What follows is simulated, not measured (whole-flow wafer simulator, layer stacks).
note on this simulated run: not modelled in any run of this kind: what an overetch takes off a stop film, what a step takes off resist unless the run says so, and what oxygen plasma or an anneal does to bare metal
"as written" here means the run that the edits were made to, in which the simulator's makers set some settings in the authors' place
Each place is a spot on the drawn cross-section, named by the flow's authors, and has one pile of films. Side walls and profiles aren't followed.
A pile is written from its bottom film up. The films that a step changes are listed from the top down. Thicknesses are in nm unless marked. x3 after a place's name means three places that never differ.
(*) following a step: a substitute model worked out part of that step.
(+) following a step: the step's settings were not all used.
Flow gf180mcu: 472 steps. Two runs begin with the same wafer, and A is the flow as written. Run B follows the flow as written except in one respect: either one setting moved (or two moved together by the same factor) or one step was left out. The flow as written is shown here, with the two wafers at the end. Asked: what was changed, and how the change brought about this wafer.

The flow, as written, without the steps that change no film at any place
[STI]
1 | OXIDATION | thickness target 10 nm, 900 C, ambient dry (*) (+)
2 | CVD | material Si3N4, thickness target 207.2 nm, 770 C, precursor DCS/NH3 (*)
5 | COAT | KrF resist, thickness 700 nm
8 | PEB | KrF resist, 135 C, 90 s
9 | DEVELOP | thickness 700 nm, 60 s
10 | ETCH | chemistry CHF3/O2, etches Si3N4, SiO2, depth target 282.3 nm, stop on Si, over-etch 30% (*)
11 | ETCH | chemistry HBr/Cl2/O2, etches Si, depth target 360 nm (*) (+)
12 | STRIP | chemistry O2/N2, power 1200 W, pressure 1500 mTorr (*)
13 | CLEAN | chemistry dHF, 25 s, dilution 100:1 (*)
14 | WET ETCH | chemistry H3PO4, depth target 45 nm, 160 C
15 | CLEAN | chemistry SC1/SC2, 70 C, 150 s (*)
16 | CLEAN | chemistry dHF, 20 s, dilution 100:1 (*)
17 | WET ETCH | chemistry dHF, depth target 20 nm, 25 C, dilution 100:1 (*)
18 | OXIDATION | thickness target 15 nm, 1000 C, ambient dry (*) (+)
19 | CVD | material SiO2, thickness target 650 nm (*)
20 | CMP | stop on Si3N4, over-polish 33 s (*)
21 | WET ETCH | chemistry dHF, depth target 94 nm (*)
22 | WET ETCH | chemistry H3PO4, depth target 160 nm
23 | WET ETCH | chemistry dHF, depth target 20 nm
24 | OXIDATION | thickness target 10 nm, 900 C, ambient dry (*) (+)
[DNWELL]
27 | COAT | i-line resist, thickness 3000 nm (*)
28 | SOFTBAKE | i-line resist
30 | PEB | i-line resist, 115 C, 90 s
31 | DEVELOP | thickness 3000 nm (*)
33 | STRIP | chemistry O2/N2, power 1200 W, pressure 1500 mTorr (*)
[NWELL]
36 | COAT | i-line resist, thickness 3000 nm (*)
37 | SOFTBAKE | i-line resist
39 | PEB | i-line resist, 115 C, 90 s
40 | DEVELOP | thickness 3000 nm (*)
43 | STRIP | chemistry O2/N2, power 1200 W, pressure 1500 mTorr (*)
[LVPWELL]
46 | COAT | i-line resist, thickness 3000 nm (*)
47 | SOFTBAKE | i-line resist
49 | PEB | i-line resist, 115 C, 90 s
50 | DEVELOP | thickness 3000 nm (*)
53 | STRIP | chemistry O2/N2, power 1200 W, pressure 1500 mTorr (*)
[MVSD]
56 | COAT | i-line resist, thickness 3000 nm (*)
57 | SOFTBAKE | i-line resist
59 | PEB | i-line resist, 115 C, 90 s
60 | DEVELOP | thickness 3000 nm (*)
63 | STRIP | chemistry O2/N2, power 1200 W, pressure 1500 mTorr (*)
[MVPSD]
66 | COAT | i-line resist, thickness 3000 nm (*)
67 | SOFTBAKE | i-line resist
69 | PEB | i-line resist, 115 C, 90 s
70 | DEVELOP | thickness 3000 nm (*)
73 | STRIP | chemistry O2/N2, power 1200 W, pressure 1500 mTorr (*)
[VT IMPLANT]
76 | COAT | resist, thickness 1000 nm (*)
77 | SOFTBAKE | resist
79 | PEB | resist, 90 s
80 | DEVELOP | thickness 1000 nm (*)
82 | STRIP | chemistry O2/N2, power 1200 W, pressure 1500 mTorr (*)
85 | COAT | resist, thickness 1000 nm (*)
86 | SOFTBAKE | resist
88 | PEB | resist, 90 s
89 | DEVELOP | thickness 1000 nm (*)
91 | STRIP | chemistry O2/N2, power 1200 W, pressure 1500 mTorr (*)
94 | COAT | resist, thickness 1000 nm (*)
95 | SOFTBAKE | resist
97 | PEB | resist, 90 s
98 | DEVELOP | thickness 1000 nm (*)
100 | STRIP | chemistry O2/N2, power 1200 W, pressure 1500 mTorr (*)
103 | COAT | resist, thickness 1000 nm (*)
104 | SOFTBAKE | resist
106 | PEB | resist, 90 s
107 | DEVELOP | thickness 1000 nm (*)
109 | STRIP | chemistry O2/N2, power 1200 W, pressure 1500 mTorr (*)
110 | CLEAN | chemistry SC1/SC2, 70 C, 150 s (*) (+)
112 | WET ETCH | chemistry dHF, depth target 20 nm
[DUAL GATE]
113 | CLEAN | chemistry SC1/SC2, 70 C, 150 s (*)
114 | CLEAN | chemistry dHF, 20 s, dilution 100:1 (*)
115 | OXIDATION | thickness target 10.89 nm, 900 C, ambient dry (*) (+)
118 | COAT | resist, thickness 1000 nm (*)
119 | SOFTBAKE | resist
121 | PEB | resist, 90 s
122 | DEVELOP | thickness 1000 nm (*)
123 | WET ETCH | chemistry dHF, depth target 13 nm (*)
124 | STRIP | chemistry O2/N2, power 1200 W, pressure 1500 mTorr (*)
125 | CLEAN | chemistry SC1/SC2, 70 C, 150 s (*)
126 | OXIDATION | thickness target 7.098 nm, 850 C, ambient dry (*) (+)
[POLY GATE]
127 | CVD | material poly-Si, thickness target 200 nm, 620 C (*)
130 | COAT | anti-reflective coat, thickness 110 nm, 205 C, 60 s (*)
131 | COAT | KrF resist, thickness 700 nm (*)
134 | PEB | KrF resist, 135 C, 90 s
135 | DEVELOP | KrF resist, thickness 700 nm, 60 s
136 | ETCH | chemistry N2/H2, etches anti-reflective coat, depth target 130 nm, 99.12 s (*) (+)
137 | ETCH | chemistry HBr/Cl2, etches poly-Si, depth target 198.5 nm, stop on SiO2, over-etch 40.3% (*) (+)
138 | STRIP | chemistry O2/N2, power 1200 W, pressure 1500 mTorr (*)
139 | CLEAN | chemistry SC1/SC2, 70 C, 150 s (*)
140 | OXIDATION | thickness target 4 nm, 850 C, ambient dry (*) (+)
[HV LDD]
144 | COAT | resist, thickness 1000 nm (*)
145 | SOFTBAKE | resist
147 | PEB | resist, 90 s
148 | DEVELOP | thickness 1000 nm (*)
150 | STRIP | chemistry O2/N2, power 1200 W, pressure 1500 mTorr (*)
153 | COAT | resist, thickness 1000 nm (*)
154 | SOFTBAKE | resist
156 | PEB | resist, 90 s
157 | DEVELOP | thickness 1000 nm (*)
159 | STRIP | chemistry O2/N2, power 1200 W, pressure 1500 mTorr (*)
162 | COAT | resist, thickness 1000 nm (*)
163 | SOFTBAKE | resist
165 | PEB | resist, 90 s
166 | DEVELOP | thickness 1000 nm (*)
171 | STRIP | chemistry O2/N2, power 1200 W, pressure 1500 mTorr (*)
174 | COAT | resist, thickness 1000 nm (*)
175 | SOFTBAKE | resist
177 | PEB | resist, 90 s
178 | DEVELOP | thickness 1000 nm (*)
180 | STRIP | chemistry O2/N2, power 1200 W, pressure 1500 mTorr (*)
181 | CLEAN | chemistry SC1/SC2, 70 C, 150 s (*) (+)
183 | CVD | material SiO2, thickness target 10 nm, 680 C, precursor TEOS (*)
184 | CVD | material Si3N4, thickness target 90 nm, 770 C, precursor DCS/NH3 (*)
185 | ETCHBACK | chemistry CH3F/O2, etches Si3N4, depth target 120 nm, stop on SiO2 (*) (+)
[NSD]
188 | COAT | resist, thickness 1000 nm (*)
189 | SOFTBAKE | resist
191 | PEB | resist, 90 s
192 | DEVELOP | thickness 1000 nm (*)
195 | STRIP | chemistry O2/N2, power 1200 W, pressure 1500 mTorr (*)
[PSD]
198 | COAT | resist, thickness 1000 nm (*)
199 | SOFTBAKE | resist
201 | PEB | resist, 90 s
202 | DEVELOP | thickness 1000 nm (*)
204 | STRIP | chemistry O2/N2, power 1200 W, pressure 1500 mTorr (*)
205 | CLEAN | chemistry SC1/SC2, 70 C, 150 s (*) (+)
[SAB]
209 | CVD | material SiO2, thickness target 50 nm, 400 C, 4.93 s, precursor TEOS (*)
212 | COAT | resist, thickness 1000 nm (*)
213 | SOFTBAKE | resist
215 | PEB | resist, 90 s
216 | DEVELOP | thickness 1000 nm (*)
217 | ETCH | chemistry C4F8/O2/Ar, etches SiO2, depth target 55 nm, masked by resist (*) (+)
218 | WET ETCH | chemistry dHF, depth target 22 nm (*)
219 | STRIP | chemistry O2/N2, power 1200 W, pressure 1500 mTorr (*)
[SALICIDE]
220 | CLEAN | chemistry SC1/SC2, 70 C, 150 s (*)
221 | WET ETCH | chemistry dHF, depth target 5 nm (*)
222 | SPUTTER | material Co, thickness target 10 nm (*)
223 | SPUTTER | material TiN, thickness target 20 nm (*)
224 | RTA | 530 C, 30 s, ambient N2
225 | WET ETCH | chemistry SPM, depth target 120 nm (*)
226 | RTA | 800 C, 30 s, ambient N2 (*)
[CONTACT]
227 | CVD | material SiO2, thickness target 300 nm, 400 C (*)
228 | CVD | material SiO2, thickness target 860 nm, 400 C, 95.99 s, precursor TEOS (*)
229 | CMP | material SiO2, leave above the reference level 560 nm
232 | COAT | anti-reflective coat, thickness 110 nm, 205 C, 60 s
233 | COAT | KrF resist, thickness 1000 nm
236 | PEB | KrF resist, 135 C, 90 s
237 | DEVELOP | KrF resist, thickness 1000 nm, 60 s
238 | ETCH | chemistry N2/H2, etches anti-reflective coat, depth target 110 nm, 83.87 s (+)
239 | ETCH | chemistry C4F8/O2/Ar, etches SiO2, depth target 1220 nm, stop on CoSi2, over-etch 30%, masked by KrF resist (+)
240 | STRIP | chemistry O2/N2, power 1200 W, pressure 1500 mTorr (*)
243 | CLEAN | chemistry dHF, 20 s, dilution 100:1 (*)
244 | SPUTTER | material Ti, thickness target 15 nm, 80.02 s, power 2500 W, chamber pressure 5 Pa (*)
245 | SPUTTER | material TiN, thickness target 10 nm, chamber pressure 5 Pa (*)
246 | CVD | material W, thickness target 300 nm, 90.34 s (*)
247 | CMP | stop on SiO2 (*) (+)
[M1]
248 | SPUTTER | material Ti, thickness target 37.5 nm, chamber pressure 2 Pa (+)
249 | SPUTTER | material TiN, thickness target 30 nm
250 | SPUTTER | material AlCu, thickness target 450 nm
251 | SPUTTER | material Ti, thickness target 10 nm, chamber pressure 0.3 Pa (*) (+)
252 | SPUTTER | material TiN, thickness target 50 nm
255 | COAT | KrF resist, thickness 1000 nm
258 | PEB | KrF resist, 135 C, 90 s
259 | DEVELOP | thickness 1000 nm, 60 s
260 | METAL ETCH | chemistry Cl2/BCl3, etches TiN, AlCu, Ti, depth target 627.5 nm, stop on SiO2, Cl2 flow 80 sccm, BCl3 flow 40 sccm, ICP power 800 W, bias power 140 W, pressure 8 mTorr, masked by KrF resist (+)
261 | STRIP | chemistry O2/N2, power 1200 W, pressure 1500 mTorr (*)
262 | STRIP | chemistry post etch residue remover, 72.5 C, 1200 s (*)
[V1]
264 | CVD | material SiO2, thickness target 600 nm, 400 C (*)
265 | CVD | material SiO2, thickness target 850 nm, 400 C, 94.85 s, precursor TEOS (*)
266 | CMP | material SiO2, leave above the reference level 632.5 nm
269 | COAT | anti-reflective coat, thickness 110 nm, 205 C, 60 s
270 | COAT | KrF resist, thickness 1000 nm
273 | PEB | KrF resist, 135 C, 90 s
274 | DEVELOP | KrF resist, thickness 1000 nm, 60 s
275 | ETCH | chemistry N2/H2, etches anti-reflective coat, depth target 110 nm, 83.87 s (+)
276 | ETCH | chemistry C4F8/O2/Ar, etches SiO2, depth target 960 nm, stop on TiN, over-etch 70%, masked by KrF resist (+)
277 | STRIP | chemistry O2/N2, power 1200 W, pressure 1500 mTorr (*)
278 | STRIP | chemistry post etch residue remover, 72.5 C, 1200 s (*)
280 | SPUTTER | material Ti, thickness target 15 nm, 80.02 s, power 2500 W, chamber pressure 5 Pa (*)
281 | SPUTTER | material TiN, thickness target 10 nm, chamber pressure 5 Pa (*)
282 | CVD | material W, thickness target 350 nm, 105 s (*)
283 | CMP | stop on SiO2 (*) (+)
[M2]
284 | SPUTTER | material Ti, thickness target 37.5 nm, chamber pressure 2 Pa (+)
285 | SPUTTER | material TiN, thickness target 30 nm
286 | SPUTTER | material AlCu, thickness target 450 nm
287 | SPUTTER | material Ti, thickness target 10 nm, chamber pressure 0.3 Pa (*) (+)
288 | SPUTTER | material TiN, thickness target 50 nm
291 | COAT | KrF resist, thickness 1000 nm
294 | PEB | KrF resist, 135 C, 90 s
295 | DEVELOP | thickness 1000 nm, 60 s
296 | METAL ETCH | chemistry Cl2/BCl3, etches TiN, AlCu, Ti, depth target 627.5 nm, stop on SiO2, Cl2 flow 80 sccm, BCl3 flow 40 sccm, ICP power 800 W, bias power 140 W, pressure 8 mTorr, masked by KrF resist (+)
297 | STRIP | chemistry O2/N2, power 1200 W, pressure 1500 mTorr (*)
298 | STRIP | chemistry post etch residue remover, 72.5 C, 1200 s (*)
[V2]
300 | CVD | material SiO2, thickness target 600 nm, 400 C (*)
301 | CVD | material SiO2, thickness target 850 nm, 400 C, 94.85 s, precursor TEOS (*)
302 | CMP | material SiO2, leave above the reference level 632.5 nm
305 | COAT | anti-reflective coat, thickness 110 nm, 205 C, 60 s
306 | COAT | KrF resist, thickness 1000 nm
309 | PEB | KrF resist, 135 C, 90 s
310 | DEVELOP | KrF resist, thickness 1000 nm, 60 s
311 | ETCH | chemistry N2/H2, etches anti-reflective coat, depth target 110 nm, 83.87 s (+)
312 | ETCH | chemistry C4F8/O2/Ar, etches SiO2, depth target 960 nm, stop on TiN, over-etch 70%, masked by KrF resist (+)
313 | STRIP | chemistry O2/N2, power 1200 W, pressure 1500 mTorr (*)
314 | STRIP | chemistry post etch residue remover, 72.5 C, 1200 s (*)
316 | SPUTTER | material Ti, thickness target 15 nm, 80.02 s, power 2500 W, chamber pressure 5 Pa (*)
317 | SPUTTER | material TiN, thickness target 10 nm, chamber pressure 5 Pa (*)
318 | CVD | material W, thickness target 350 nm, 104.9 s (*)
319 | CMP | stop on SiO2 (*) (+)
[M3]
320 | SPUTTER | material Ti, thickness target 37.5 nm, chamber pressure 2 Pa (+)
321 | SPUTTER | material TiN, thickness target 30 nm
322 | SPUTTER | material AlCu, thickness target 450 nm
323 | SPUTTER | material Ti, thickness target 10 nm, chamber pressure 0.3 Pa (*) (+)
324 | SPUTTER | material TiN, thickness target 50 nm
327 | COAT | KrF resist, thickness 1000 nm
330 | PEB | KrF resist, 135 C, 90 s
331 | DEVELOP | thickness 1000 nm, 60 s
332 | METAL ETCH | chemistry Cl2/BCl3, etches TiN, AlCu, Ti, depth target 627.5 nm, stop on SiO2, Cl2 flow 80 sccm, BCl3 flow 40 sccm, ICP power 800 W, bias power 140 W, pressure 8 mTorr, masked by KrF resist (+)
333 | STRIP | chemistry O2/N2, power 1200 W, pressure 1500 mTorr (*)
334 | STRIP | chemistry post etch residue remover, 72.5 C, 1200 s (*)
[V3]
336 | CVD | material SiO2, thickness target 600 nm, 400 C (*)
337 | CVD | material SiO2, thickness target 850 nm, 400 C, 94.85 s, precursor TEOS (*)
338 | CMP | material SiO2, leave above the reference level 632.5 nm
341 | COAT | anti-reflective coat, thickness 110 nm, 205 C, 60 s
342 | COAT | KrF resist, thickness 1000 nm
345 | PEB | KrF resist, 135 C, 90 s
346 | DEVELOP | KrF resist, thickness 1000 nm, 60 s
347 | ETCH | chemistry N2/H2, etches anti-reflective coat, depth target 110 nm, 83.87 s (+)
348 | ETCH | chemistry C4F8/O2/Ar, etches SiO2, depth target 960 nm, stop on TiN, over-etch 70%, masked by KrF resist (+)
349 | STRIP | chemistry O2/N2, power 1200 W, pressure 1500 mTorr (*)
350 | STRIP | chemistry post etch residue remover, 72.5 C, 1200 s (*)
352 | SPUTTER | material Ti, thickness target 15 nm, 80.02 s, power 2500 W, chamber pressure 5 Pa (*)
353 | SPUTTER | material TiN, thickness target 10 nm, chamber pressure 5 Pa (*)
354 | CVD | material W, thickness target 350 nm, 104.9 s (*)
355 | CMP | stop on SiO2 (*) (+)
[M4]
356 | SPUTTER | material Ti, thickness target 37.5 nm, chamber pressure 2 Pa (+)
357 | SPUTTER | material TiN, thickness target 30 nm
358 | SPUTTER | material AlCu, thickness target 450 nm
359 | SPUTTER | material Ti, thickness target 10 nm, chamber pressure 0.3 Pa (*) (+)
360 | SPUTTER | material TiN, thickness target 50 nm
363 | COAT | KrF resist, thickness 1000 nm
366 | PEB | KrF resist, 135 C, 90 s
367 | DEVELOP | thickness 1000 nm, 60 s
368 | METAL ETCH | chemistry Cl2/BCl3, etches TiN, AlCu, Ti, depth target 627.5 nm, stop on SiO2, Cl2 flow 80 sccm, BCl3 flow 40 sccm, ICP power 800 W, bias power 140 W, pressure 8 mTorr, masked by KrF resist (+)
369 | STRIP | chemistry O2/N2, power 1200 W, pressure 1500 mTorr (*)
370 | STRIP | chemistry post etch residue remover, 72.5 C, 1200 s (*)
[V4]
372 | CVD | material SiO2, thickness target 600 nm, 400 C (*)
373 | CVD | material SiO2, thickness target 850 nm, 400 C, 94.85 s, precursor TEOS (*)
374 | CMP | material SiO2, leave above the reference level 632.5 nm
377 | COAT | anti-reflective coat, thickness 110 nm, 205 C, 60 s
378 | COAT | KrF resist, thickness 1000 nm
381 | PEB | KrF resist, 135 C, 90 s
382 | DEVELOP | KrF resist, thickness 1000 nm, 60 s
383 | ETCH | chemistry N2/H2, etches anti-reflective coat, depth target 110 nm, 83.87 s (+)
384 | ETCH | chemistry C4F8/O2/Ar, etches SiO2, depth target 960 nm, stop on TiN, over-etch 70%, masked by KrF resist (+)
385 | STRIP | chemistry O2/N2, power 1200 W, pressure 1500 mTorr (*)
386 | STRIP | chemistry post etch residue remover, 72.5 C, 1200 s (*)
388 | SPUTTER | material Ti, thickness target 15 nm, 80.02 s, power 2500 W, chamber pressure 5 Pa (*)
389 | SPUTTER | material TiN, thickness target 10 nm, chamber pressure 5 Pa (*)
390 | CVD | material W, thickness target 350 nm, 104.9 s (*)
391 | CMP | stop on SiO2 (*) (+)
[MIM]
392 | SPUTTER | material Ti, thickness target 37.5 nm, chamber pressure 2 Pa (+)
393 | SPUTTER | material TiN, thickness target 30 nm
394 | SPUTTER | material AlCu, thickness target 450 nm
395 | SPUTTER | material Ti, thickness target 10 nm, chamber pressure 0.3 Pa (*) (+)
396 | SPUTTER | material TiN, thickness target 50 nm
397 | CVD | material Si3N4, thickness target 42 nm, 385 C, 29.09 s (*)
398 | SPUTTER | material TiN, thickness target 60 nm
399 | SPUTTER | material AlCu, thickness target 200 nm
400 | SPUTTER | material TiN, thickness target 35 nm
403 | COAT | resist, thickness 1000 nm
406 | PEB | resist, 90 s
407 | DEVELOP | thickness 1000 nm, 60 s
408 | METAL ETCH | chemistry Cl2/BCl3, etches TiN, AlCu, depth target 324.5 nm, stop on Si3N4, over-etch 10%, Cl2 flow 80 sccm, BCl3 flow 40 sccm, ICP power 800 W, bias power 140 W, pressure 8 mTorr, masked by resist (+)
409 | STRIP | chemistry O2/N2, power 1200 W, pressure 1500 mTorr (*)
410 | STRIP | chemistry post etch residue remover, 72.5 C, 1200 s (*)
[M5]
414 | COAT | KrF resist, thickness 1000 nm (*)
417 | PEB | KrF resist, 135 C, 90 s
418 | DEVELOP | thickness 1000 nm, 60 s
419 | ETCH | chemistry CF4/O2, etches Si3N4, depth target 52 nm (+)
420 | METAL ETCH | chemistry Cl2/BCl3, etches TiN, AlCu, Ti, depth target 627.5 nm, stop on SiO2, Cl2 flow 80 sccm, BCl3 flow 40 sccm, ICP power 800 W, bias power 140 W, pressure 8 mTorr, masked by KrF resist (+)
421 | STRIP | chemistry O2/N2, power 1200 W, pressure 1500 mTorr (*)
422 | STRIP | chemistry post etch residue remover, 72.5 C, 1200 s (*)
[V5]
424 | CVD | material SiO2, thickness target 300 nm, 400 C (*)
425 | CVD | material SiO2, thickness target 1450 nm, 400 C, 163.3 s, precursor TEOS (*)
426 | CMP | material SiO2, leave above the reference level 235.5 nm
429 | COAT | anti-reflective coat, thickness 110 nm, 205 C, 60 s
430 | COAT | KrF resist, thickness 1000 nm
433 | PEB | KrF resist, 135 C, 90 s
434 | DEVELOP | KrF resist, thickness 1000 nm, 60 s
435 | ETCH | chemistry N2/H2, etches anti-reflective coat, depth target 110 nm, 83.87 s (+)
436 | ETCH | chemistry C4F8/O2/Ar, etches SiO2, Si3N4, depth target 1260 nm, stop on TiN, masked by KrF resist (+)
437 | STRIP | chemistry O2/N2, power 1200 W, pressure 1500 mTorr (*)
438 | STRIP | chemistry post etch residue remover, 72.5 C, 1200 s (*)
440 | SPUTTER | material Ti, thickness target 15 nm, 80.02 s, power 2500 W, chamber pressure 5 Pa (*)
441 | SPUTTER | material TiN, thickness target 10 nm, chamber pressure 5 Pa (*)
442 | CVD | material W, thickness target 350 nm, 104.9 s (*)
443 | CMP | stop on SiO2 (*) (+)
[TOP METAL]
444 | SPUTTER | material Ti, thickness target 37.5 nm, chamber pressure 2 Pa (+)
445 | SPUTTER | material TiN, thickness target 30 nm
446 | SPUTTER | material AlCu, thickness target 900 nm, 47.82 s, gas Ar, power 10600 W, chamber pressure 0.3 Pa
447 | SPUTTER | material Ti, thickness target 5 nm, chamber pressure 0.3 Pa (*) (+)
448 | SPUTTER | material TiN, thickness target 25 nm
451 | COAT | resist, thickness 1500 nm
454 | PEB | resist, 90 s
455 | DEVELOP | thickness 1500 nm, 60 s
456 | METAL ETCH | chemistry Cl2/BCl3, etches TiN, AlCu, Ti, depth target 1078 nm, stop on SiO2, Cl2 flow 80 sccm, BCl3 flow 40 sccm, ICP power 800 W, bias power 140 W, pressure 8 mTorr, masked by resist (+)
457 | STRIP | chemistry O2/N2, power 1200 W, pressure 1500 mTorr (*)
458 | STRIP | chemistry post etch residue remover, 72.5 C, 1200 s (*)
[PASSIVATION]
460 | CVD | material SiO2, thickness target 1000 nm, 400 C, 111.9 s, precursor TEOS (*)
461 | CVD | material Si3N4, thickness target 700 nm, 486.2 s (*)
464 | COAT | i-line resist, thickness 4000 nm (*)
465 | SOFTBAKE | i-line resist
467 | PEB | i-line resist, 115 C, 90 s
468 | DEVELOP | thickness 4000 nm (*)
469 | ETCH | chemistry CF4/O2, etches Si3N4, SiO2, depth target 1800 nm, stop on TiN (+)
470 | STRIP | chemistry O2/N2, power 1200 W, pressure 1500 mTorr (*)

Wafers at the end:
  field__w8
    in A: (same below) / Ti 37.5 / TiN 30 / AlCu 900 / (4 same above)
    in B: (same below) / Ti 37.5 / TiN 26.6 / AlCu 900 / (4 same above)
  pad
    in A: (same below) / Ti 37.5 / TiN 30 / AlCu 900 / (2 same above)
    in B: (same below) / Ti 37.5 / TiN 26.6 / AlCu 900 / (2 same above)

The reason: step 445, SPUTTER: thickness target 26.6 nm was run, though the flow has thickness target 30 nm.
The wafer lets one read it off: field__w8 has TiN 26.6, and step 445 as written asks for 30 nm.

The path from the change to this, step by step:
  445 | SPUTTER | material TiN, thickness target 30 nm
      field, field__w1, field__w2 and 109 more: A +30 TiN (new film) | B +26.6 TiN (new film)
  456 | METAL ETCH | chemistry Cl2/BCl3, etches TiN, AlCu, Ti, depth target 1078 nm, stop on SiO2, Cl2 flow 80 sccm, BCl3 flow 40 sccm, ICP power 800 W, bias power 140 W, pressure 8 mTorr, masked by resist (+)
      field, field__w1, field__w2 and 103 more: A -25 TiN (all of it), -5 Ti (all of it), -900 AlCu (all of it), -30 TiN (all of it), -37.5 Ti (all of it) | B -25 TiN (all of it), -5 Ti (all of it), -900 AlCu (all of it), -26.6 TiN (all of it), -37.5 Ti (all of it)
